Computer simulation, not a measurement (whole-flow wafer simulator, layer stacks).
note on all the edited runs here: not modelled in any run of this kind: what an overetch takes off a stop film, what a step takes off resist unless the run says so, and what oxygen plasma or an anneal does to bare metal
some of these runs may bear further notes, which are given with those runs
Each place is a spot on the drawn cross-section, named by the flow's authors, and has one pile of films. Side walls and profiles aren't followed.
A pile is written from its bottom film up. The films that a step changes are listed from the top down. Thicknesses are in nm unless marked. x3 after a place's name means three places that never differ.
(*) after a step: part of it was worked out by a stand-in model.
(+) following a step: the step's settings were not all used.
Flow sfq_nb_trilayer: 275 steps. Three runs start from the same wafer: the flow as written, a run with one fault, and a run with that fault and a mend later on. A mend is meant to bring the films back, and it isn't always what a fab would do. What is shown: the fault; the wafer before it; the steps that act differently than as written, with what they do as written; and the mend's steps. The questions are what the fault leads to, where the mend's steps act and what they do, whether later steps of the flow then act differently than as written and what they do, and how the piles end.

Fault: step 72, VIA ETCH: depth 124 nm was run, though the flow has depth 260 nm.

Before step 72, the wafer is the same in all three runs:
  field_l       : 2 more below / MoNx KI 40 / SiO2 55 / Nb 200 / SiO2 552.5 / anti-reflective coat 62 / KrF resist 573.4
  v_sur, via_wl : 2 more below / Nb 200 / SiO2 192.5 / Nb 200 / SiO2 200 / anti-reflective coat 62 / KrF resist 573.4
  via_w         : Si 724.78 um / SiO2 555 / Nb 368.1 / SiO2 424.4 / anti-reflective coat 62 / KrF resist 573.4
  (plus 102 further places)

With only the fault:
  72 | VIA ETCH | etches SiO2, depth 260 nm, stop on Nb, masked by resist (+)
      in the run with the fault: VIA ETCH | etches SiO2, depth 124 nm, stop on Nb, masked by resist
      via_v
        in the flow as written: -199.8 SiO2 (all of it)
        in the run with the fault: -124 SiO2
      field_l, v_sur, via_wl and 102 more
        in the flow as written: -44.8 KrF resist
        in the run with the fault: -21.4 KrF resist
  Later steps of the flow acting differently than as written (5 more steps, not shown, differ only slightly: by at most 2% or 0.5 nm, whichever is larger):
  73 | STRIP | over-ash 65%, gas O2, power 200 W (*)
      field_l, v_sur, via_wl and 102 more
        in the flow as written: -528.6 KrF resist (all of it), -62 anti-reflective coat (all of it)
        in the run with the fault: -552.1 KrF resist (all of it), -62 anti-reflective coat (all of it)
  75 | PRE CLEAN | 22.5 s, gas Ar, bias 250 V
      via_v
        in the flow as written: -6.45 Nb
        in the run with the fault: -7.5 SiO2
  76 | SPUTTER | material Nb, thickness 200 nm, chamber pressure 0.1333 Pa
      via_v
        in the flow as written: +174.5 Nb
        in the run with the fault: +189.5 Nb (new film)
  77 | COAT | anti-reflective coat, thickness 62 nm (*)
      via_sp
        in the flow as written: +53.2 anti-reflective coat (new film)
        in the run with the fault: +54.8 anti-reflective coat (new film)
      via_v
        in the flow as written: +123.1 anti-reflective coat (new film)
        in the run with the fault: +106.1 anti-reflective coat (new film)
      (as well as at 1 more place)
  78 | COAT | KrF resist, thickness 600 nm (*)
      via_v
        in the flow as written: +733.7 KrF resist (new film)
        in the run with the fault: +673 KrF resist (new film)
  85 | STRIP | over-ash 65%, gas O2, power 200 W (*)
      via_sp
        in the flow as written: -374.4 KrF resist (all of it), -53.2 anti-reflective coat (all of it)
        in the run with the fault: -379.3 KrF resist (all of it), -54.8 anti-reflective coat (all of it)
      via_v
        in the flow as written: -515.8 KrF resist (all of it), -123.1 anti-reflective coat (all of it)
        in the run with the fault: -455.2 KrF resist (all of it), -106.1 anti-reflective coat (all of it)
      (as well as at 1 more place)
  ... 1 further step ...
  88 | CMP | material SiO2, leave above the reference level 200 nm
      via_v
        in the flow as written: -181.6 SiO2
        in the run with the fault: -165.4 SiO2
  At via_v, the piles at the end differ from the flow's by more than 2% or 0.5 nm, whichever is larger.
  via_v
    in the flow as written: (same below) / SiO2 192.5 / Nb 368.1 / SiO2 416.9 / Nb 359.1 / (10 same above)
    in the run with the fault: (same below) / SiO2 192.5 / Nb 200 / SiO2 68.3 / Nb 189.5 / SiO2 327.1 / Nb 359.1 / (10 same above)

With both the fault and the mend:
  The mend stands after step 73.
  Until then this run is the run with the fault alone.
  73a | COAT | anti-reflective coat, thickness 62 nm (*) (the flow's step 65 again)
      p4_fl x3, p4_w1 x9, p4_g1 x2 and 63 more
        +62 anti-reflective coat (new film)
      field_r, lsp_l, ln_m5, lsp_m, ln_m6, lsp_r, l0_sur, l0v
        +61.9 anti-reflective coat (new film)
      ce_r, sp_r, be_r, r_sur, res, r_end, moat
        +61.8 anti-reflective coat (new film)
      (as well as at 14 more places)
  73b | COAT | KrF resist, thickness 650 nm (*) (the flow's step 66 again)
      p4_fl x3, p4_w1 x9, p4_g1 x2 and 63 more
        +650 KrF resist (new film)
      moat, field_r, lsp_l and 6 more
        +649.7 KrF resist (new film)
      r_sur, res, r_end
        +649.6 KrF resist (new film)
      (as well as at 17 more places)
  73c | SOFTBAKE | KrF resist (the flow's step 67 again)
      does not change any film at any place that is followed
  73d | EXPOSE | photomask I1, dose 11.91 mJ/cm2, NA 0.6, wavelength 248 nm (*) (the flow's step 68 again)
      does not change any film at any place that is followed
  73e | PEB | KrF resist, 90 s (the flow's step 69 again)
      wire, jj_sur, ce_l and 93 more
        -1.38 KrF resist
      field_l, v_sur, via_wl and 6 more
        -1.37 KrF resist
      via_v
        -1.55 KrF resist
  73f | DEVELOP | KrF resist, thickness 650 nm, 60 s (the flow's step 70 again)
      field_l, v_sur, via_wl and 102 more
        -23.5 KrF resist
      via_v
        -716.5 KrF resist (all of it)
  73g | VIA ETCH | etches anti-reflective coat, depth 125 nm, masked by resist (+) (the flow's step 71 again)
      field_l, v_sur, via_wl and 102 more
        -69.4 KrF resist
      via_v
        -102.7 anti-reflective coat (all of it), -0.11 SiO2
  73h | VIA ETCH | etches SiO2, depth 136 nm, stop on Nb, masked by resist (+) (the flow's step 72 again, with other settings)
      field_l, v_sur, via_wl and 102 more
        -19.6 KrF resist
      via_v
        -75.7 SiO2 (all of it)
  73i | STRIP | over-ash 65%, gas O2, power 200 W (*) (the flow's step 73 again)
      p4_fl x3, p4_w1 x9, p4_g1 x2 and 63 more
        -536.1 KrF resist (all of it), -62 anti-reflective coat (all of it)
      field_r, lsp_l, ln_m5, lsp_m, ln_m6, lsp_r, l0_sur, l0v
        -535.8 KrF resist (all of it), -61.9 anti-reflective coat (all of it)
      res, r_end, moat
        -535.7 KrF resist (all of it), -61.8 anti-reflective coat (all of it)
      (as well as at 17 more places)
  Every later step of the flow that is run acts as written, at every place that is followed, to within 2% or 0.5 nm, whichever is larger.
  At the end the piles are close to the flow's at the places that both follow, differing by at most 2% or 0.5 nm, whichever is larger.
